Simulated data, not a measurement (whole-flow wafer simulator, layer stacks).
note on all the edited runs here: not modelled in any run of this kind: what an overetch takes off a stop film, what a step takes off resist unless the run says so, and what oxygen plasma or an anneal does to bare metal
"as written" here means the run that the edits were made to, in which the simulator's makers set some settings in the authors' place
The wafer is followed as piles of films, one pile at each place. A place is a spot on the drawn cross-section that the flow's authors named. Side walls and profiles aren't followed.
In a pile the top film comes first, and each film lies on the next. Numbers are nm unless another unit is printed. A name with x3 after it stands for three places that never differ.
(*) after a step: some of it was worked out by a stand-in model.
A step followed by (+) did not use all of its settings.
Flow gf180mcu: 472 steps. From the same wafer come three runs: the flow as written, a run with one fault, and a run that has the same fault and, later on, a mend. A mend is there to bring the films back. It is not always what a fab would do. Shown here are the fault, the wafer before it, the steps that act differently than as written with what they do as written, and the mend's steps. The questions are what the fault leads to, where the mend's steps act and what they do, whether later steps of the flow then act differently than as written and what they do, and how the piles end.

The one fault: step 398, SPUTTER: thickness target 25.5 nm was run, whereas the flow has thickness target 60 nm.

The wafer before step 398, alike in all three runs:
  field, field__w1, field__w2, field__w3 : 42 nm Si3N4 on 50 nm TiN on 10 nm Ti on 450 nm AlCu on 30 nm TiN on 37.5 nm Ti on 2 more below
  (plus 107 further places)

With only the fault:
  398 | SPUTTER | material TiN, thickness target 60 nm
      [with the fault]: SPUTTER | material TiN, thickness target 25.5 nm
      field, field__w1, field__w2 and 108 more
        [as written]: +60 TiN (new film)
        [with the fault]: +25.5 TiN (new film)
  Steps later in the flow that act otherwise than as written (6 other steps are not shown; they differ only slightly, by no more than 2% or 0.5 nm, whichever is larger):
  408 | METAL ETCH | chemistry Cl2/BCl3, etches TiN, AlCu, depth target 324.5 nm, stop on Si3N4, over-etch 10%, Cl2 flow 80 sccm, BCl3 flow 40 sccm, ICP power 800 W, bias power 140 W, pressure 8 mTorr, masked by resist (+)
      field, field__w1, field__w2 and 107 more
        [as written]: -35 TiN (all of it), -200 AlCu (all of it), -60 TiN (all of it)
        [with the fault]: -35 TiN (all of it), -200 AlCu (all of it), -25.5 TiN (all of it)
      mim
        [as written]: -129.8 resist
        [with the fault]: -114.6 resist
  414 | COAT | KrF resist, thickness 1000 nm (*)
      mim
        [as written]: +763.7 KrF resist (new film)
        [with the fault]: +790.1 KrF resist (new film)
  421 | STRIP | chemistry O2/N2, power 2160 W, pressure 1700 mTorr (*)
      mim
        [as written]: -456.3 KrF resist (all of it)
        [with the fault]: -482.3 KrF resist (all of it)
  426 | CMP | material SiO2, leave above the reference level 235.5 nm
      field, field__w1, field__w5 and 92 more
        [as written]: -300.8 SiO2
        [with the fault]: -335.3 SiO2
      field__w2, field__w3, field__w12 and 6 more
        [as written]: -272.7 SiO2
        [with the fault]: -307.2 SiO2
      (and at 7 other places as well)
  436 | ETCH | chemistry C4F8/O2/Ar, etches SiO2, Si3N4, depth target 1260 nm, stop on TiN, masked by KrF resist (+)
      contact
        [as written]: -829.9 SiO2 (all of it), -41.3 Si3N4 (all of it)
        [with the fault]: -795.4 SiO2 (all of it), -41.3 Si3N4 (all of it)
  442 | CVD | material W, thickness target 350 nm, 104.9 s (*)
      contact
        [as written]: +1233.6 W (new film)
        [with the fault]: +1198.8 W (new film)
  The piles end different from the flow's at field__w8, contact, m1, m1__w1, mim, m1_nw by more than 2% or 0.5 nm, whichever is larger.
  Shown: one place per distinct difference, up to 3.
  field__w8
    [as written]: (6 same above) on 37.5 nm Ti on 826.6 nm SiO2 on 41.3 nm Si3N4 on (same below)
    [with the fault]: (6 same above) on 37.5 nm Ti on 792.1 nm SiO2 on 41.3 nm Si3N4 on (same below)
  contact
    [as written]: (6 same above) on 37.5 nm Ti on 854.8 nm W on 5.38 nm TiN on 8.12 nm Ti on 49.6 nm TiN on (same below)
    [with the fault]: (6 same above) on 37.5 nm Ti on 820 nm W on 5.49 nm TiN on 8.28 nm Ti on 49.6 nm TiN on (same below)
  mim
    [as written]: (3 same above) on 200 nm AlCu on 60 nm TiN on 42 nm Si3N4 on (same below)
    [with the fault]: (3 same above) on 200 nm AlCu on 25.5 nm TiN on 42 nm Si3N4 on (same below)

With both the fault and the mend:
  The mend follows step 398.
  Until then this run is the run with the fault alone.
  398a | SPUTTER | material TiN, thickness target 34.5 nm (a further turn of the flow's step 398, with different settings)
      field, field__w1, field__w2 and 108 more
        +34.5 TiN
  None of the later steps of the flow acts differently than as written at any place that is followed.
  By the end, the piles equal the flow's at every place that both follow.
